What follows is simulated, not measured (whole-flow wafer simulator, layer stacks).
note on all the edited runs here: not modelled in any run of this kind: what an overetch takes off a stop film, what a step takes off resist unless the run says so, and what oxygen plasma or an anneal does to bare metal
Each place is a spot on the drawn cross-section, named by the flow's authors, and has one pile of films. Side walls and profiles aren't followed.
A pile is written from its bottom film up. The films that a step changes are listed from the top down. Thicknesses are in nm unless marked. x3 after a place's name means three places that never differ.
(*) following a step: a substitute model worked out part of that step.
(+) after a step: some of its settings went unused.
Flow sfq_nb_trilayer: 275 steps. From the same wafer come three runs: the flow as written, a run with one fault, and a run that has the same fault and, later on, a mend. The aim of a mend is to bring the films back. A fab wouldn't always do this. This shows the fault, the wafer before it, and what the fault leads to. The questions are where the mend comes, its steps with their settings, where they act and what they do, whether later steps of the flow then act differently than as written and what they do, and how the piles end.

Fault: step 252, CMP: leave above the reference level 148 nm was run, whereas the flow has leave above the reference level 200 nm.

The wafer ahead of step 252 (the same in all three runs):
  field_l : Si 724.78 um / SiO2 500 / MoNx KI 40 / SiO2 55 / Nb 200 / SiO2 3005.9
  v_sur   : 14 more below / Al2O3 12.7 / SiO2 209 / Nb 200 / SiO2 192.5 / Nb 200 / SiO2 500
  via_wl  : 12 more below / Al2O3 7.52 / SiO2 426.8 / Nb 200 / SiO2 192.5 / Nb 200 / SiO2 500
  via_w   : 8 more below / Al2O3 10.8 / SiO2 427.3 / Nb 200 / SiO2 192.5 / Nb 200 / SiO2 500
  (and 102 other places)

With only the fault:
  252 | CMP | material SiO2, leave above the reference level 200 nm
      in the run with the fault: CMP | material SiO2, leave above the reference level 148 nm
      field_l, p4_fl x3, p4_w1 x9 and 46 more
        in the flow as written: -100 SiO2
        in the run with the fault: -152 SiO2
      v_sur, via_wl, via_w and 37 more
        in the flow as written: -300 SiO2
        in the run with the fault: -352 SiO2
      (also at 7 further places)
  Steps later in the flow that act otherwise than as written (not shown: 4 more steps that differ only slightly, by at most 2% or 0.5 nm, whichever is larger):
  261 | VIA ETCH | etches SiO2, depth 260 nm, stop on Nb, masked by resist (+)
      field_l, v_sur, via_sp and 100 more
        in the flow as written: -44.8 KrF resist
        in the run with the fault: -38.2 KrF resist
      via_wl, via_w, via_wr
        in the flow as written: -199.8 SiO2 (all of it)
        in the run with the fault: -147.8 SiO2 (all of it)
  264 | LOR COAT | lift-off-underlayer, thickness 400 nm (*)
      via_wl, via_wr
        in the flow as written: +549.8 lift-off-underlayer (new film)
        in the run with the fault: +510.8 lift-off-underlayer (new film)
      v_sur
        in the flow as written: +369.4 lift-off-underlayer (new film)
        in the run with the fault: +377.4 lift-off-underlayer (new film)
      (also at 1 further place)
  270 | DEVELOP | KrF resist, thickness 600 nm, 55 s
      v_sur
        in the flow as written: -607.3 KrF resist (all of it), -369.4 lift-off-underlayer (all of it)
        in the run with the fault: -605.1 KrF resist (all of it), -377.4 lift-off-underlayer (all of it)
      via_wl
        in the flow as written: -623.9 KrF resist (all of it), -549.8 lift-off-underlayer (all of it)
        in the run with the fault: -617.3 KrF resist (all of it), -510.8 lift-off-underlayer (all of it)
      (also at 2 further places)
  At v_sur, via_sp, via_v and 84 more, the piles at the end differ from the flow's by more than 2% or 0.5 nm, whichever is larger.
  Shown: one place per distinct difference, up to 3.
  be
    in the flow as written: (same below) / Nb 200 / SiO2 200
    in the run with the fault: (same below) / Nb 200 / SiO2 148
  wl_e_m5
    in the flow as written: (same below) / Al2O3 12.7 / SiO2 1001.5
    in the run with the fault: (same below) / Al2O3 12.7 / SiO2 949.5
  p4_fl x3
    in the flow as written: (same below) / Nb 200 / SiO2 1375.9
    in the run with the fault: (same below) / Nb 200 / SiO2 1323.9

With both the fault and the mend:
  The mend follows step 253.
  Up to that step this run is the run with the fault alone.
  253a | PECVD | material SiO2, thickness 52 nm, 150 C, 11.56 s, RF power 183.3 W, pressure 2.4 Torr, precursor SiH4/N2O (a further turn of the flow's step 251, with different settings)
      field_l, v_sur, via_wl and 103 more
        +52 SiO2
  None of the later steps of the flow acts differently than as written at any place that is followed.
  By the end, the piles equal the flow's at every place that both follow.
